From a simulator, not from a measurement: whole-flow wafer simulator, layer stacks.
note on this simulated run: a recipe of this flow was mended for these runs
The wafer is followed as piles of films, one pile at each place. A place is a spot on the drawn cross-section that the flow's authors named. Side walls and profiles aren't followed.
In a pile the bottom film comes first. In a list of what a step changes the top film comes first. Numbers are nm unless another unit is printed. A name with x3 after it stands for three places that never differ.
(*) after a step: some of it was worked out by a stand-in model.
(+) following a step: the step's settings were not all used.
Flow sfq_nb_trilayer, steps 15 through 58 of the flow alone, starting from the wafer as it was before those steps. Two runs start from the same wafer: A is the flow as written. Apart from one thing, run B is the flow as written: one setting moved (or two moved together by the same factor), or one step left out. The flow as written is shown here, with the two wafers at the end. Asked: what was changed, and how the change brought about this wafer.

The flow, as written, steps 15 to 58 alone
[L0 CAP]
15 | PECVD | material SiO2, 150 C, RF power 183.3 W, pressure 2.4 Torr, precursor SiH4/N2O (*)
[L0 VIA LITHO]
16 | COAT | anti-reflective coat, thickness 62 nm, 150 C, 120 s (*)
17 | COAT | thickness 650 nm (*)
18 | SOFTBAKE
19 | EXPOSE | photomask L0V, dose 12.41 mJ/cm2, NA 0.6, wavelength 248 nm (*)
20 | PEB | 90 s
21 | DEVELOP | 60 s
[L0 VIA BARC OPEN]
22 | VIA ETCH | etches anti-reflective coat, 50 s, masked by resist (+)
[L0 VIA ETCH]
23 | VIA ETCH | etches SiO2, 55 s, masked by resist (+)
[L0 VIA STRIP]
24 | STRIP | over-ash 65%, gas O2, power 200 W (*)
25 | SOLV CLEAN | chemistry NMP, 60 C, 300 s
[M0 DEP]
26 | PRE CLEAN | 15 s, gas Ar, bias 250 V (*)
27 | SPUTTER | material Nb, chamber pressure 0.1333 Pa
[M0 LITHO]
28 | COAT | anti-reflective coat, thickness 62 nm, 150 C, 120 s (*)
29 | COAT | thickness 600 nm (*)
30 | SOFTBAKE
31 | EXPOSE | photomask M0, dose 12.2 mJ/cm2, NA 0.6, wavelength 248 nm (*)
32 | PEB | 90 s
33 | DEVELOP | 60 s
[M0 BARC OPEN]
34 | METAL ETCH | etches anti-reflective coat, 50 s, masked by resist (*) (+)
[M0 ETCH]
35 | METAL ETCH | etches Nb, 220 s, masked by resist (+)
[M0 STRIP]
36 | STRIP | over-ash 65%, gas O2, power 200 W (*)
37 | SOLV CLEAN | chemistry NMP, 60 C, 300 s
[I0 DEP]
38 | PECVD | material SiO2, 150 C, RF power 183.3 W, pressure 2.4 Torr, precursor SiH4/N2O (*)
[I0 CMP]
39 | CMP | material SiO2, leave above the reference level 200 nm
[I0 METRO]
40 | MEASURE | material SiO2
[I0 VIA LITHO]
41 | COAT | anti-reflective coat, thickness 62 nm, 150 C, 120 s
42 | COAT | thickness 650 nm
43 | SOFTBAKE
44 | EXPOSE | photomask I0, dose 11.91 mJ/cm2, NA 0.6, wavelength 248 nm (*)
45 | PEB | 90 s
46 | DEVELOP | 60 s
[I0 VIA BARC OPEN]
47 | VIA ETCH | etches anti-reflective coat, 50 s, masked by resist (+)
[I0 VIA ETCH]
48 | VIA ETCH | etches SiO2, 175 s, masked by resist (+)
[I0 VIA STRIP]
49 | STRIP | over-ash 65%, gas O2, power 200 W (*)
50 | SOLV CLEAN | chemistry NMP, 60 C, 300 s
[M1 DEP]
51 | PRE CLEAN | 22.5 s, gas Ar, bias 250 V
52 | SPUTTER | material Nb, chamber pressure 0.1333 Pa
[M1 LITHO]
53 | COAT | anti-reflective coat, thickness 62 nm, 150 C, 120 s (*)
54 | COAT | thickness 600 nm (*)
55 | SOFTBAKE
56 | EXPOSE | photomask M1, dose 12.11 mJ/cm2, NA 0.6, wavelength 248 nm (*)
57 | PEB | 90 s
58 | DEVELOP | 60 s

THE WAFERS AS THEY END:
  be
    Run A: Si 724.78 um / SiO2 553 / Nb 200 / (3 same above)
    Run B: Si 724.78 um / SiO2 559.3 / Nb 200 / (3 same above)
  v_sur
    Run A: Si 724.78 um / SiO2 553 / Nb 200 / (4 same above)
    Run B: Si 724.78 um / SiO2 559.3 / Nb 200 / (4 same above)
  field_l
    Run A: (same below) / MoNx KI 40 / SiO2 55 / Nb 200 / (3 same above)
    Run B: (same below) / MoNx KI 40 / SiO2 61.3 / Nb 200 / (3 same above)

Cause: step 15, PECVD: RF power 227.3 W was run, whereas the flow has RF power 183.3 W.

The path from the change to this, step by step:
  15 | PECVD | material SiO2, 150 C, RF power 183.3 W, pressure 2.4 Torr, precursor SiH4/N2O (*)
      v_sur, via_wl, via_w and 97 more: A +60 SiO2 | B +66.3 SiO2
      field_l, l0_sur, l0v, l0r_line_l, l0r_line_c, l0r_line_r: A +60 SiO2 (new film) | B +66.3 SiO2 (new film)
  23 | VIA ETCH | etches SiO2, 55 s, masked by resist (+)
      l0v: A -59.7 SiO2 (all of it), -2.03 MoNx KI | B -66 SiO2 (all of it), -1.4 MoNx KI
  28 | COAT | anti-reflective coat, thickness 62 nm, 150 C, 120 s (*)
      l0_sur: A +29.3 anti-reflective coat (new film) | B +27.3 anti-reflective coat (new film)
      l0v: A +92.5 anti-reflective coat (new film) | B +94.6 anti-reflective coat (new film)
  36 | STRIP | over-ash 65%, gas O2, power 200 W (*)
      l0_sur: A -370 KrF-resist-other-grade (all of it), -29.3 anti-reflective coat (all of it) | B -370.9 KrF-resist-other-grade (all of it), -27.3 anti-reflective coat (all of it)
      l0v: A -374.1 KrF-resist-other-grade (all of it), -92.5 anti-reflective coat (all of it) | B -377.3 KrF-resist-other-grade (all of it), -94.6 anti-reflective coat (all of it)
  39 | CMP | material SiO2, leave above the reference level 200 nm
      l0v: A -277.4 SiO2 | B -270.8 SiO2
